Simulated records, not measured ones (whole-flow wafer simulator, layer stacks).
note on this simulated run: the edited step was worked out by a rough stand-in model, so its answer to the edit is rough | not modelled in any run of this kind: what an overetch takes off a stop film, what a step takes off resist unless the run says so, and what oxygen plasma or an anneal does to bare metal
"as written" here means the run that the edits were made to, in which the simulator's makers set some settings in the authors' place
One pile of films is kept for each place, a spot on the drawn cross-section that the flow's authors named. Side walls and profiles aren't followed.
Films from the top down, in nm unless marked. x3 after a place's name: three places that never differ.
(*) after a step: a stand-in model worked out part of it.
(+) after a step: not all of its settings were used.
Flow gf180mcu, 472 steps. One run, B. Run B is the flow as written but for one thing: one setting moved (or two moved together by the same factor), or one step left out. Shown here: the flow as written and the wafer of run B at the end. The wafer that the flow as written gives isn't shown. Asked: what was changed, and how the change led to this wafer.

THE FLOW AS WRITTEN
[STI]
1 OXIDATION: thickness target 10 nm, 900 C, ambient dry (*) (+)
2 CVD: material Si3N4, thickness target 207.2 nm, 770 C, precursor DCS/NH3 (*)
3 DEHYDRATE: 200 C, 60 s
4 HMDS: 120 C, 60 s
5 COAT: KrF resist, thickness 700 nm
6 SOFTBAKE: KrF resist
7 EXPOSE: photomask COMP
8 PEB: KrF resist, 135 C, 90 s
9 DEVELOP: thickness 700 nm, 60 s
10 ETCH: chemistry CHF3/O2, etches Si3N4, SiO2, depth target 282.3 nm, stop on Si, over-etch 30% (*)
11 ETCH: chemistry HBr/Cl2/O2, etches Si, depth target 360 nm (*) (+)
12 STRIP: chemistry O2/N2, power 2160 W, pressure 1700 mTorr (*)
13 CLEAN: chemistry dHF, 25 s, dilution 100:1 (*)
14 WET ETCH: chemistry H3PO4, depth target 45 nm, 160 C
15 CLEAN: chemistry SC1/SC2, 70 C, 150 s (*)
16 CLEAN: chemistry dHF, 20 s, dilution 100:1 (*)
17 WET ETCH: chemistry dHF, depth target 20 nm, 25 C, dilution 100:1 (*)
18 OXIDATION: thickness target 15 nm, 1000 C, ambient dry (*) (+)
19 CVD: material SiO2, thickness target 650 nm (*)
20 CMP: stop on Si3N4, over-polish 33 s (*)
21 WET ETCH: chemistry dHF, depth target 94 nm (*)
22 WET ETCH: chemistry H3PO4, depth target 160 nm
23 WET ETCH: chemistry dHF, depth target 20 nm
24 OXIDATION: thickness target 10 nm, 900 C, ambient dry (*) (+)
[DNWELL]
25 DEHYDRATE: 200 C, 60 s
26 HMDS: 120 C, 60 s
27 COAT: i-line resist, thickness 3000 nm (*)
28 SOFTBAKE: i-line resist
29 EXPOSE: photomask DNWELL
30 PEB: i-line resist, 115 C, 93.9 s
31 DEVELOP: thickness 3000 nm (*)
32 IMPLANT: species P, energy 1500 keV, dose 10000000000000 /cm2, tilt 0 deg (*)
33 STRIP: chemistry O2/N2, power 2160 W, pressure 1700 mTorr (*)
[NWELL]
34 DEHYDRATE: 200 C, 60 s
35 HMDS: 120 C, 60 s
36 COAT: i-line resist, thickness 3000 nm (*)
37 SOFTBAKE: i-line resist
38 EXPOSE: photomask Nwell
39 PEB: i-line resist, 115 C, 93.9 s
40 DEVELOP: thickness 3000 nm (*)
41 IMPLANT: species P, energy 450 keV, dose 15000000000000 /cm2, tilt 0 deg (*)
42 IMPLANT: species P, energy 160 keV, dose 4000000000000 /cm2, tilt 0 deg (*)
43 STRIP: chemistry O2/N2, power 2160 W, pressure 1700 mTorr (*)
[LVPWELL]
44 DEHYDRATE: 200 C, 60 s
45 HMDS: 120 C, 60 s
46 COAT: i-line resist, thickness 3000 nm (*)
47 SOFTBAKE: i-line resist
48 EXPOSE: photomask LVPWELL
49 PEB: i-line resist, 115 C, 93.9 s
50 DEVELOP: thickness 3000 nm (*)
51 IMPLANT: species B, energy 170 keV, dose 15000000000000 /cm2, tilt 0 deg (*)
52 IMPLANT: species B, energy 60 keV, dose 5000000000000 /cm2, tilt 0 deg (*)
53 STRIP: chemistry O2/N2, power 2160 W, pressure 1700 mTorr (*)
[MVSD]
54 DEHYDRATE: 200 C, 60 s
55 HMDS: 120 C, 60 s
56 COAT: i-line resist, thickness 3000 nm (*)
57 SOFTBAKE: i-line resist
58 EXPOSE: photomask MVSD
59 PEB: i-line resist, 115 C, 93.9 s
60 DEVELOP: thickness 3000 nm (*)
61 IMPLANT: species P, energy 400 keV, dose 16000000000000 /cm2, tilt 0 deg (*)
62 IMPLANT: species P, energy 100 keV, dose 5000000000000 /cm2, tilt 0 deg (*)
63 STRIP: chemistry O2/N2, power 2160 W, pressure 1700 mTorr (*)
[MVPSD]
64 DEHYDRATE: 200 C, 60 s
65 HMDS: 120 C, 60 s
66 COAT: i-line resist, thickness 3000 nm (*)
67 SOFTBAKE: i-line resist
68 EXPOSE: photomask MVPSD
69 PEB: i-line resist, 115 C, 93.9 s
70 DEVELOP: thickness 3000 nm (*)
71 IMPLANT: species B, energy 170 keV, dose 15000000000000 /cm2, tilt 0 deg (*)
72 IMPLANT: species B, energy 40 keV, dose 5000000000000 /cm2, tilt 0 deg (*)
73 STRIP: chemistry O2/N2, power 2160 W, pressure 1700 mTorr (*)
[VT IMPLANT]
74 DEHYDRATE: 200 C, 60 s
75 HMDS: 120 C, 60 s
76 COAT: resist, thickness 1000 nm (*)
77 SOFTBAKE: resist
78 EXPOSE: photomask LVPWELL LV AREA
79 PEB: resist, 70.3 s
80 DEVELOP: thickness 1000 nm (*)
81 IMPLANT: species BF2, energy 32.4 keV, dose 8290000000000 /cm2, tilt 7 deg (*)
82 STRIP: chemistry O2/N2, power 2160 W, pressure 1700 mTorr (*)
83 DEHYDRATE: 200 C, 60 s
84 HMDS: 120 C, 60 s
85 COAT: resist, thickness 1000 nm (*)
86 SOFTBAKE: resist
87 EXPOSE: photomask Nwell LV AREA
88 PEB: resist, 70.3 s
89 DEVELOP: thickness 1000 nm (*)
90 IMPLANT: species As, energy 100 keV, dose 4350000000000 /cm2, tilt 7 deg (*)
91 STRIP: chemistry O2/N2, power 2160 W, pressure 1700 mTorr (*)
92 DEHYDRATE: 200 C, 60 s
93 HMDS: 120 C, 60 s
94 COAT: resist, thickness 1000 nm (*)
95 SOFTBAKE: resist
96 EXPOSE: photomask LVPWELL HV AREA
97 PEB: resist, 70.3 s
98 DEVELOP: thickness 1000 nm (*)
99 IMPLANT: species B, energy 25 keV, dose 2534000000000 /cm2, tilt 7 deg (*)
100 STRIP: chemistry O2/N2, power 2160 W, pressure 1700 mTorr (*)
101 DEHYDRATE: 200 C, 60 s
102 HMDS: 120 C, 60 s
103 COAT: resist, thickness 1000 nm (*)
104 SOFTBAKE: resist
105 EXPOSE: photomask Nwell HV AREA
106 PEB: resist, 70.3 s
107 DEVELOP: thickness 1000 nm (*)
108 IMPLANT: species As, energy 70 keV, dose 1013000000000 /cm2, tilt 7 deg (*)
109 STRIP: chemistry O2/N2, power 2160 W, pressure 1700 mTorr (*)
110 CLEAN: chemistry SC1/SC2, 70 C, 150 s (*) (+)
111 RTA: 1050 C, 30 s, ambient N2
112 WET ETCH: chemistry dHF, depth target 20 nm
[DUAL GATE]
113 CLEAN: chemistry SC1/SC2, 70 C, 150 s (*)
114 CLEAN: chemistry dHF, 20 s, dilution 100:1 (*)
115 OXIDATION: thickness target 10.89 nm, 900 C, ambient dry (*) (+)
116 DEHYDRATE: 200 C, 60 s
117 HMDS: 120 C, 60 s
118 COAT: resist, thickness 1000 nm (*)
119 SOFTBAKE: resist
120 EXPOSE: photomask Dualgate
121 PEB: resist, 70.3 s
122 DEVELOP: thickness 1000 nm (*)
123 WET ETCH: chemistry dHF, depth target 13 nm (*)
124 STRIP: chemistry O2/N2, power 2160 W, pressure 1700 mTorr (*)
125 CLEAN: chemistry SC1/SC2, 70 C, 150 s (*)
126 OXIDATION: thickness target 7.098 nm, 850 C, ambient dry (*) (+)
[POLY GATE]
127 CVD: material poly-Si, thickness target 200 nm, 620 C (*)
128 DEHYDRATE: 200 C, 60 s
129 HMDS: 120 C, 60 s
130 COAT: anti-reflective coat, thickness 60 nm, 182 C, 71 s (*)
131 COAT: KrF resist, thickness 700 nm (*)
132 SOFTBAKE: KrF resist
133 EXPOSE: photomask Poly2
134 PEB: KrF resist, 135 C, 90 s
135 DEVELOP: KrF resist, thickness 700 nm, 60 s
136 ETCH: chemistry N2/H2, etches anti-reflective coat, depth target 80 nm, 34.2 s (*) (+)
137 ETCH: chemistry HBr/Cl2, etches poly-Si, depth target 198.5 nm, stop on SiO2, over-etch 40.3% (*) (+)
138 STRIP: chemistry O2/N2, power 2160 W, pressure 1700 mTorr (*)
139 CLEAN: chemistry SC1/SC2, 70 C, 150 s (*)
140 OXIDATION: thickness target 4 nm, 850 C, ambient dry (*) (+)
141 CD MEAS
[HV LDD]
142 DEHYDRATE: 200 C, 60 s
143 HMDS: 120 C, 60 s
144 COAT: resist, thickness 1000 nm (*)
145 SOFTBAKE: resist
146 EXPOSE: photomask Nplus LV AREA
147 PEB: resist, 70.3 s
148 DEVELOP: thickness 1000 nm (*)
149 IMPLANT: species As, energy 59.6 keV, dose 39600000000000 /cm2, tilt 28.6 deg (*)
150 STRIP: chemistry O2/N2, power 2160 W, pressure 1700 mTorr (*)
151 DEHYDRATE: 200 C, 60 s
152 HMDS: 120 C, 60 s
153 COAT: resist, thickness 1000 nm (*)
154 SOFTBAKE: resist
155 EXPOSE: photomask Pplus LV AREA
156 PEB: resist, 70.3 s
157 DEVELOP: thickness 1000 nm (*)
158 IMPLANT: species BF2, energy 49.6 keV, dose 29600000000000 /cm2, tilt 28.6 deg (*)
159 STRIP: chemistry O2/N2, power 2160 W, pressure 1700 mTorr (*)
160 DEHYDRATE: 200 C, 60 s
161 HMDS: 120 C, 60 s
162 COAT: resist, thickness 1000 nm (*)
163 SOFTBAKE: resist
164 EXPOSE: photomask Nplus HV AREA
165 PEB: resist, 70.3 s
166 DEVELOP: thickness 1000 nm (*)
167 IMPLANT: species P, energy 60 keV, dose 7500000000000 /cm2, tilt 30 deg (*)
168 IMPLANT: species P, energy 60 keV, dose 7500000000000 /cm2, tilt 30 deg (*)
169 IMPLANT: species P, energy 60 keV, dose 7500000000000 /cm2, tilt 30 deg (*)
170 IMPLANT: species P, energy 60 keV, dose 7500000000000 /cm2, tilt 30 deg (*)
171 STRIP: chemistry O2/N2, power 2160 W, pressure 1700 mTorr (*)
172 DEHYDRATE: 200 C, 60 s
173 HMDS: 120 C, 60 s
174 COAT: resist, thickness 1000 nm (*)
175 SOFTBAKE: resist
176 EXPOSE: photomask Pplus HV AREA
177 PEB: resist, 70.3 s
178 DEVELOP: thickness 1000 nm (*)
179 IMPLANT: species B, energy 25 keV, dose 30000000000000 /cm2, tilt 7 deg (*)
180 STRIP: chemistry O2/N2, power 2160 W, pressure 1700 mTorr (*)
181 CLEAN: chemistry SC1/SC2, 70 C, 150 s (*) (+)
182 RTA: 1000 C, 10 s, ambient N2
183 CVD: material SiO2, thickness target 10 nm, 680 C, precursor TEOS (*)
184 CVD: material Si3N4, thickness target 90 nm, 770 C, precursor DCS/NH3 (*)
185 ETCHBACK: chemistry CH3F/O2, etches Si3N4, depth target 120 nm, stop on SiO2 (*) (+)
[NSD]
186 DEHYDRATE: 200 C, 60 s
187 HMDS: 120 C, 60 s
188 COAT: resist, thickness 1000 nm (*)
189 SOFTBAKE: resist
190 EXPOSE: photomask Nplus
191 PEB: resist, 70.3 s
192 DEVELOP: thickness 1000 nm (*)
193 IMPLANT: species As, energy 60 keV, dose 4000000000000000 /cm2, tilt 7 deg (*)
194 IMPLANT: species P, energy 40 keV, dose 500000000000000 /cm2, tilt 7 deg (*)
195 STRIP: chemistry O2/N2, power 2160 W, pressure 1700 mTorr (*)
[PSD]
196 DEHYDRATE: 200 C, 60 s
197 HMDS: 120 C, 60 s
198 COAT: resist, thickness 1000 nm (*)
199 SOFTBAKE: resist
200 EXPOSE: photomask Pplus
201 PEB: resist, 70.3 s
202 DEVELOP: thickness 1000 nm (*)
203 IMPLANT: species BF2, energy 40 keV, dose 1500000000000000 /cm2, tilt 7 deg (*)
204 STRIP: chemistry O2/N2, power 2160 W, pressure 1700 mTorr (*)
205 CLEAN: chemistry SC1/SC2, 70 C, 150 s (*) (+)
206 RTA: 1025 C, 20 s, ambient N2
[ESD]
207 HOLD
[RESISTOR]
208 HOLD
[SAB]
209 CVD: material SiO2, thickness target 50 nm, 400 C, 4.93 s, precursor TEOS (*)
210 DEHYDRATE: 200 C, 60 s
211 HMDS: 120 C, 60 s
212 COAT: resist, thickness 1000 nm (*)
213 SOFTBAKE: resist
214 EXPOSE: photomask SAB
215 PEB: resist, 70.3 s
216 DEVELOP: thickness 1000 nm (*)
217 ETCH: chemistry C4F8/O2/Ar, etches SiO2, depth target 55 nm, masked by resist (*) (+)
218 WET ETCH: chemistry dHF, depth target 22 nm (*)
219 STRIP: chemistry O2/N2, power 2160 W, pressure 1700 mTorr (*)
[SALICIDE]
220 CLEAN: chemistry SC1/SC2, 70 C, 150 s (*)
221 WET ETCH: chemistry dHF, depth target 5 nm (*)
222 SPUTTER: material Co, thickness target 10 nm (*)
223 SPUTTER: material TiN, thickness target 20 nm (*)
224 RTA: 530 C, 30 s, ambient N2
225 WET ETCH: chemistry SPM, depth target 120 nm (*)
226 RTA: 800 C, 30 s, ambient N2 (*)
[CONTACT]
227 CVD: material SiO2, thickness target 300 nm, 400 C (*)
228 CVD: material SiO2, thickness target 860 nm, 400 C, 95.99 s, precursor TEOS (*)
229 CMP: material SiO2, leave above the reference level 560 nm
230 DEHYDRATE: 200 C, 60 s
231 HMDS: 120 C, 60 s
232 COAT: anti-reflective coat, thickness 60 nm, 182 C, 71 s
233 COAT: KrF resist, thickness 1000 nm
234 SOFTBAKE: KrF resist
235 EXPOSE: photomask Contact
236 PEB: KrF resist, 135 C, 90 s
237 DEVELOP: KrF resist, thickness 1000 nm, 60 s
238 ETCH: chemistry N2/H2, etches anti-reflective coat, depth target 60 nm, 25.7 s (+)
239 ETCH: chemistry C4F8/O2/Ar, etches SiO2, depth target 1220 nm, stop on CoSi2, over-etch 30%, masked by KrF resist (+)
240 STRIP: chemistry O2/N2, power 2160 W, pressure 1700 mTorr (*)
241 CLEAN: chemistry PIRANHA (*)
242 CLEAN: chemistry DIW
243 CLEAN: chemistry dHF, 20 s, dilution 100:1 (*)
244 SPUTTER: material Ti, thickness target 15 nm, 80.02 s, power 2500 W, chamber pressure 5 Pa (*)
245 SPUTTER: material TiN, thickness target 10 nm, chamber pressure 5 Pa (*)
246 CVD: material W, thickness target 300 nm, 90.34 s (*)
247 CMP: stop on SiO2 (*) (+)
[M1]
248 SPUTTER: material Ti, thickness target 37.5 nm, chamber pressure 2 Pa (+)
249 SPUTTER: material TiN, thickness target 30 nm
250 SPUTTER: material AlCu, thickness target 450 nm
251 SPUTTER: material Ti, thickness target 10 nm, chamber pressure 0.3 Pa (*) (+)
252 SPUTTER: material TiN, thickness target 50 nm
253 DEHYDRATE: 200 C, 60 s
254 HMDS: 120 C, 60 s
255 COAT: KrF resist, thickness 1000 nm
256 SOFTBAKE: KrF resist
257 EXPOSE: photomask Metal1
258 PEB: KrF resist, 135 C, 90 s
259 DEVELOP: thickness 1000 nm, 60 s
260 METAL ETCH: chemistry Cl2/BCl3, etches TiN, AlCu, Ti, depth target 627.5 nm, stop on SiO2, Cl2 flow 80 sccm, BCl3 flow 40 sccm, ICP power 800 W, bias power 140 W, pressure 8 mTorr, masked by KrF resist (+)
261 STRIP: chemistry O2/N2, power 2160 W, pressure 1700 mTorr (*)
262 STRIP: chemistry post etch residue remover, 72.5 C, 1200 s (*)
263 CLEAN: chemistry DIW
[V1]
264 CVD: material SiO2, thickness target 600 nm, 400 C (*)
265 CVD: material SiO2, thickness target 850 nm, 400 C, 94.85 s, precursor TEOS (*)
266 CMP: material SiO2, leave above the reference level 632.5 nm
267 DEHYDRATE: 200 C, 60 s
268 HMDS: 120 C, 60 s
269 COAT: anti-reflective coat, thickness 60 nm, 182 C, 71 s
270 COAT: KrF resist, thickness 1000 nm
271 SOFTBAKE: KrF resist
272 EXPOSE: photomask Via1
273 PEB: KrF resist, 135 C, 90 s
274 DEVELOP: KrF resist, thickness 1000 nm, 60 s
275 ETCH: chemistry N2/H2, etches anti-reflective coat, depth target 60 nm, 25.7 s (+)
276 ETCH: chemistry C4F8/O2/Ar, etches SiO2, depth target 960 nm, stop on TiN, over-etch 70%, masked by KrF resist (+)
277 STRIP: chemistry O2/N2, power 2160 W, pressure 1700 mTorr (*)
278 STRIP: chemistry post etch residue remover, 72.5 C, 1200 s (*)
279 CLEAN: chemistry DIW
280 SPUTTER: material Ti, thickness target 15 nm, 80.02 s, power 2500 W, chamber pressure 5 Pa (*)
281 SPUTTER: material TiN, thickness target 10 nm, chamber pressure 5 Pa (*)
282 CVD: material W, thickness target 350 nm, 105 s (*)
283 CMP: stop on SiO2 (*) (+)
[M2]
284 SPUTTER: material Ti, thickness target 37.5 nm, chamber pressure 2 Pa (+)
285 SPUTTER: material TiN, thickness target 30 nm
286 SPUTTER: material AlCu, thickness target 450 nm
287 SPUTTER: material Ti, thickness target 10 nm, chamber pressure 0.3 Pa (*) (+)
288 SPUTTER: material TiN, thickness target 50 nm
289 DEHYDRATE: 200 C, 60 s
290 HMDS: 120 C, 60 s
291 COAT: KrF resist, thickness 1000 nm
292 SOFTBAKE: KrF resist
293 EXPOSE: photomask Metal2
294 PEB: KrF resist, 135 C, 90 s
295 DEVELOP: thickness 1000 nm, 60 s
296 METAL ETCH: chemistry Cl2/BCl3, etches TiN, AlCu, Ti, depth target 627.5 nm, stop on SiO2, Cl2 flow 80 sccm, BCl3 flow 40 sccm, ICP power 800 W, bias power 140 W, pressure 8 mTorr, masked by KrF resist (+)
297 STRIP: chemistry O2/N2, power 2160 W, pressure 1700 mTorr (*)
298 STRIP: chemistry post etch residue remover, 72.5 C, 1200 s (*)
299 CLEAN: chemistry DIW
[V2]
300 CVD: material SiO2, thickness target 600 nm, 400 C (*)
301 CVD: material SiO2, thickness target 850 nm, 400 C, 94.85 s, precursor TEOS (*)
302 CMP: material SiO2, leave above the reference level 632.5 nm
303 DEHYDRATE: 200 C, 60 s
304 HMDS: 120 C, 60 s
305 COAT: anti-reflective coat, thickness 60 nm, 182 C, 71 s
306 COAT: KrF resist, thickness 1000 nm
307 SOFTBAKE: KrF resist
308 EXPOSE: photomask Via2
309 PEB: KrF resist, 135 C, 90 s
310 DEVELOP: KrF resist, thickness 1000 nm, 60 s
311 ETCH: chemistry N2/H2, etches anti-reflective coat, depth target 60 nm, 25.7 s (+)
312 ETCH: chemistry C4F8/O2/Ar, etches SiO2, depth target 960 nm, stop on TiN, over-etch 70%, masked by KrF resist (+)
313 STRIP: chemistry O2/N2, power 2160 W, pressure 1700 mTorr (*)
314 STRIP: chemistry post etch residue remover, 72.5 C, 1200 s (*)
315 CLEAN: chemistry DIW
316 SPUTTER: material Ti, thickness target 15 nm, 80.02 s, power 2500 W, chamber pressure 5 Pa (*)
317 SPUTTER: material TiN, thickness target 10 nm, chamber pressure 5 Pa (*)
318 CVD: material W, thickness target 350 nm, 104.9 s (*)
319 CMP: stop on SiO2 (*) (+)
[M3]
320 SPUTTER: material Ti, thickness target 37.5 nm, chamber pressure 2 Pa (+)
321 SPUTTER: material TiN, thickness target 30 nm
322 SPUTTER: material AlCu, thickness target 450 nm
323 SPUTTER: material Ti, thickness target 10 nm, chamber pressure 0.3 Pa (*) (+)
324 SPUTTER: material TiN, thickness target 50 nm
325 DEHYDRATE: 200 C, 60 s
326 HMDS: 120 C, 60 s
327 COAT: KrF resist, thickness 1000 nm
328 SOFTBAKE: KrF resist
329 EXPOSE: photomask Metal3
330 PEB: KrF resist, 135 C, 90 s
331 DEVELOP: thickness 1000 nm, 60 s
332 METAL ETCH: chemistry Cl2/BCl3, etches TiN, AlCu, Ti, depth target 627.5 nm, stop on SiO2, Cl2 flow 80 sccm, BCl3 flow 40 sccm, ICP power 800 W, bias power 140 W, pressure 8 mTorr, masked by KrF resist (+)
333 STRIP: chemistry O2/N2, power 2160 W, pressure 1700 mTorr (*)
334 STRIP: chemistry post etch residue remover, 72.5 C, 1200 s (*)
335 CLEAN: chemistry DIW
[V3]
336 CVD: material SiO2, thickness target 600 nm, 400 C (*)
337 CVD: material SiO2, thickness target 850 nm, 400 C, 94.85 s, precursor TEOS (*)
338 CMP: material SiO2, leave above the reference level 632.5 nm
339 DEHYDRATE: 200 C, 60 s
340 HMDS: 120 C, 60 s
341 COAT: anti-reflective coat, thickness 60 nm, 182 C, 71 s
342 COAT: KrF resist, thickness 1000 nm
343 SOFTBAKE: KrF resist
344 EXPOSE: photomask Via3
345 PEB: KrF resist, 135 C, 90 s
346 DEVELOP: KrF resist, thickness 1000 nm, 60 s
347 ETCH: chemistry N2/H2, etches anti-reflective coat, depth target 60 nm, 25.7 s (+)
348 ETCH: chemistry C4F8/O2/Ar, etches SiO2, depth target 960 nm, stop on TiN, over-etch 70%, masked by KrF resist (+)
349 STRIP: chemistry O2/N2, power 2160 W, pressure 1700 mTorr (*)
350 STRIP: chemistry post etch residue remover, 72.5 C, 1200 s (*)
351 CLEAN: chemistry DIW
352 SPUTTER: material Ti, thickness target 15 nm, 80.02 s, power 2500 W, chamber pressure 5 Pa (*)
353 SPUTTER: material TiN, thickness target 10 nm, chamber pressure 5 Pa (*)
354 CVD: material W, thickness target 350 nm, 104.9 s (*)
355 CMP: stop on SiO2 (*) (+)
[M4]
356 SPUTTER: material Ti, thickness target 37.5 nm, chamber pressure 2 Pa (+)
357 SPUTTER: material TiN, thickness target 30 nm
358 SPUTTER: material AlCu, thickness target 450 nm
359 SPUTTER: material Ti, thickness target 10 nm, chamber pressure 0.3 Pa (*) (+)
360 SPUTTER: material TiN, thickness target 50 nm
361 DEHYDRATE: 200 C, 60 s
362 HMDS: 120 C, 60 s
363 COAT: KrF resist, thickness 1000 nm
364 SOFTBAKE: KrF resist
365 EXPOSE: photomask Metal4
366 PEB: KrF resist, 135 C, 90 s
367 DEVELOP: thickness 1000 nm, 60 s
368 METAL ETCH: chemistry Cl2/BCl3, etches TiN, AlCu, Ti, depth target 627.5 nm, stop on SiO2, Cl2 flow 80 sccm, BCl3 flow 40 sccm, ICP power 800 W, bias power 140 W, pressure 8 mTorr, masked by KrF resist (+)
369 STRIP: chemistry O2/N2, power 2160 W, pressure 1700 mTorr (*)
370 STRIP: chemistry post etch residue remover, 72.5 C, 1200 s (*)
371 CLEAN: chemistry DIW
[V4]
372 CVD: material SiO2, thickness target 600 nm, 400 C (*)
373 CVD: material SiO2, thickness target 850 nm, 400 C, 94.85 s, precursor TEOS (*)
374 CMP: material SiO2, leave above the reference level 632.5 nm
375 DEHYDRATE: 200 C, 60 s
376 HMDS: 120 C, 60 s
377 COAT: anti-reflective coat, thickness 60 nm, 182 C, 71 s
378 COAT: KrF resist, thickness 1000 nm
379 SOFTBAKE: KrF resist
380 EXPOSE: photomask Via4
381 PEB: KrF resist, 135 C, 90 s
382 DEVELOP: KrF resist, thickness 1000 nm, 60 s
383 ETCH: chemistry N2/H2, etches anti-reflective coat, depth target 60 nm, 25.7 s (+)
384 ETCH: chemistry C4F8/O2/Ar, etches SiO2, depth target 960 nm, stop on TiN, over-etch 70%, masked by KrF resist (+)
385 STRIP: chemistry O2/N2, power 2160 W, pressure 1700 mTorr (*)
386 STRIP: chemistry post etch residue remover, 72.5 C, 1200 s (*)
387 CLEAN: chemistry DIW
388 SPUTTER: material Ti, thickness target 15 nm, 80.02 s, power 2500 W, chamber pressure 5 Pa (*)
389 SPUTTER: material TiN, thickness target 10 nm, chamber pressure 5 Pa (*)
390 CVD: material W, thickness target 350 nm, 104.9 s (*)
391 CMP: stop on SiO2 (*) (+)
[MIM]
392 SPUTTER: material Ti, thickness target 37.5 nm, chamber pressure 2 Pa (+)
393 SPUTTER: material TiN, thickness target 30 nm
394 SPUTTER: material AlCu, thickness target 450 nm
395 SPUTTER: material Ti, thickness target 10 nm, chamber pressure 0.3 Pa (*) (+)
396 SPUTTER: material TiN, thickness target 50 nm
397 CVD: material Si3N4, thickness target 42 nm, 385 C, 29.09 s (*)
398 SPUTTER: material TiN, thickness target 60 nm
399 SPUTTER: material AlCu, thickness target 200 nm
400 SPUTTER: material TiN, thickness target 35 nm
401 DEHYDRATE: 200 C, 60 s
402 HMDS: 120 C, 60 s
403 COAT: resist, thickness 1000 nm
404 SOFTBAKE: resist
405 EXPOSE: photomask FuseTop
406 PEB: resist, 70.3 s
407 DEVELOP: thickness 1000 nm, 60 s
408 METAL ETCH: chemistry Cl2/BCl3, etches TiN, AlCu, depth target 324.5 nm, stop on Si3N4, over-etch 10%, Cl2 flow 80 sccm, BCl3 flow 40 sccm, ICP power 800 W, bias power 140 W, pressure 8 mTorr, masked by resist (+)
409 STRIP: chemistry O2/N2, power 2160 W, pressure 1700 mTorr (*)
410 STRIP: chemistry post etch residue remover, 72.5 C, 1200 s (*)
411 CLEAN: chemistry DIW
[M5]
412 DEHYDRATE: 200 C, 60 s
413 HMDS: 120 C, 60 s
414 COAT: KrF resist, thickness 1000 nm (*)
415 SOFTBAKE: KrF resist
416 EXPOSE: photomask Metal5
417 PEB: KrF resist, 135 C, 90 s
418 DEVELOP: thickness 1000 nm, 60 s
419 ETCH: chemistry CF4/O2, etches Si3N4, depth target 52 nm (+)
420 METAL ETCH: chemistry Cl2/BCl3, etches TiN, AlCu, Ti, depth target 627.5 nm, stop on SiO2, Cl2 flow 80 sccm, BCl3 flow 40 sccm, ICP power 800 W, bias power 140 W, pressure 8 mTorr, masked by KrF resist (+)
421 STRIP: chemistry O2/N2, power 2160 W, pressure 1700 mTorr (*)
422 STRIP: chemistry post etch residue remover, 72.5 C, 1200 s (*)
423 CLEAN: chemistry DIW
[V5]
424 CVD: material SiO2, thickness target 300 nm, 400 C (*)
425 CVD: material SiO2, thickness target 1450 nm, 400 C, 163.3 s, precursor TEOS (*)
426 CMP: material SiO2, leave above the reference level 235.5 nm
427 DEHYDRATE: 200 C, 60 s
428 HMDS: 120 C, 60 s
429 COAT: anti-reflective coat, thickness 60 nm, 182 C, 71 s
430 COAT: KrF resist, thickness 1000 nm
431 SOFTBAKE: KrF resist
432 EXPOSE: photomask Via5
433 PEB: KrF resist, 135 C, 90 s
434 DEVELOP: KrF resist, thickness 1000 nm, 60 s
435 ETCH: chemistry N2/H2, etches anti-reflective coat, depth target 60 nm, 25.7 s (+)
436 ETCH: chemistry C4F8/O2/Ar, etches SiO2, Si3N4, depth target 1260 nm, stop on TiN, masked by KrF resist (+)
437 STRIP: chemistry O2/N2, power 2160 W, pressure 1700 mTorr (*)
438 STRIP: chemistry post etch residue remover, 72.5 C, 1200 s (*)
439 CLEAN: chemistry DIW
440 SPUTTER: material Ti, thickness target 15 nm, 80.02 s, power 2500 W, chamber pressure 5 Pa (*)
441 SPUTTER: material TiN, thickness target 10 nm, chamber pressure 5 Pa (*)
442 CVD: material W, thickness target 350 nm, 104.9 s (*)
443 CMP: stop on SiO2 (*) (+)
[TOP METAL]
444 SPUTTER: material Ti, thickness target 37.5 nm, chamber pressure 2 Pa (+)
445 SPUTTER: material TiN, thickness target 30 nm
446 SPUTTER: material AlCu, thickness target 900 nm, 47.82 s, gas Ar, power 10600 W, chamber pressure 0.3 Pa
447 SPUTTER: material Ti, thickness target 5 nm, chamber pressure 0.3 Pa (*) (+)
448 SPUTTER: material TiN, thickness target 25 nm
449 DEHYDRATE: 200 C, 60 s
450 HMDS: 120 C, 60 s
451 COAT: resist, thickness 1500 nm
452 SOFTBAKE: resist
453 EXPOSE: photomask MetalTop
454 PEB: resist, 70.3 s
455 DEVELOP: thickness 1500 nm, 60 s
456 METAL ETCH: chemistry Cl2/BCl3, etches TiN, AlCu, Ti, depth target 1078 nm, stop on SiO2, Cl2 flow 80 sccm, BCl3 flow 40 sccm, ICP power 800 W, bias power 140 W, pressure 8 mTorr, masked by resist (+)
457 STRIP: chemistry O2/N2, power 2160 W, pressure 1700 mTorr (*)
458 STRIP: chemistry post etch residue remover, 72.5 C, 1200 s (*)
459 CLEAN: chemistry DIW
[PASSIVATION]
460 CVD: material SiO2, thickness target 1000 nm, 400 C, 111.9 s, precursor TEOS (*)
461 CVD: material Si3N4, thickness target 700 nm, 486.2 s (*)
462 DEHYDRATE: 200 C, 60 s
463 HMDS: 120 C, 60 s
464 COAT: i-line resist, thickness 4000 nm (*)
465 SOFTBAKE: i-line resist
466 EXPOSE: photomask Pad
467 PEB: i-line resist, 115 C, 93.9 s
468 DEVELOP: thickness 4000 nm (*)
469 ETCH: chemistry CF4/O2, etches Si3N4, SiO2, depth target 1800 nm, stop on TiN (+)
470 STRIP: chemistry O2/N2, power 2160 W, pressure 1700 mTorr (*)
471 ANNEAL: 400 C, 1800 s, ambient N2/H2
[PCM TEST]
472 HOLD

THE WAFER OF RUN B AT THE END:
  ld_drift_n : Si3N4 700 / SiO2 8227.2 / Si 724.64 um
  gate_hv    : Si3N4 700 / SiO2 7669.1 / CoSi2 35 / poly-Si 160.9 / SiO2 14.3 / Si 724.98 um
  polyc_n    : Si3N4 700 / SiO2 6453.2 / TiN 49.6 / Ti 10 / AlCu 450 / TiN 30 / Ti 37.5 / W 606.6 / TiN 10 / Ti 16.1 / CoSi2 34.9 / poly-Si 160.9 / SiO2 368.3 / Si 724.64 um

The cause: step 244, SPUTTER: 86.02 s was run, where the flow has 80.02 s.

How the change led to this, step by step:
  244 SPUTTER: material Ti, thickness target 15 nm, 80.02 s, power 2500 W, chamber pressure 5 Pa (*)
      field, field__w1, field__w2 and 107 more: Ti +16.1 (new film) (as written it would be: Ti +15 (new film))
      contact: Ti +9.19 (new film) (as written it would be: Ti +8.55 (new film))
  247 CMP: stop on SiO2 (*) (+)
      field, field__w1, field__w2 and 105 more: W -300 (all of it), TiN -10 (all of it), Ti -16.1 (all of it), SiO2 -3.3 (as written it would be: W -300 (all of it), TiN -10 (all of it), Ti -15 (all of it), SiO2 -3.29)
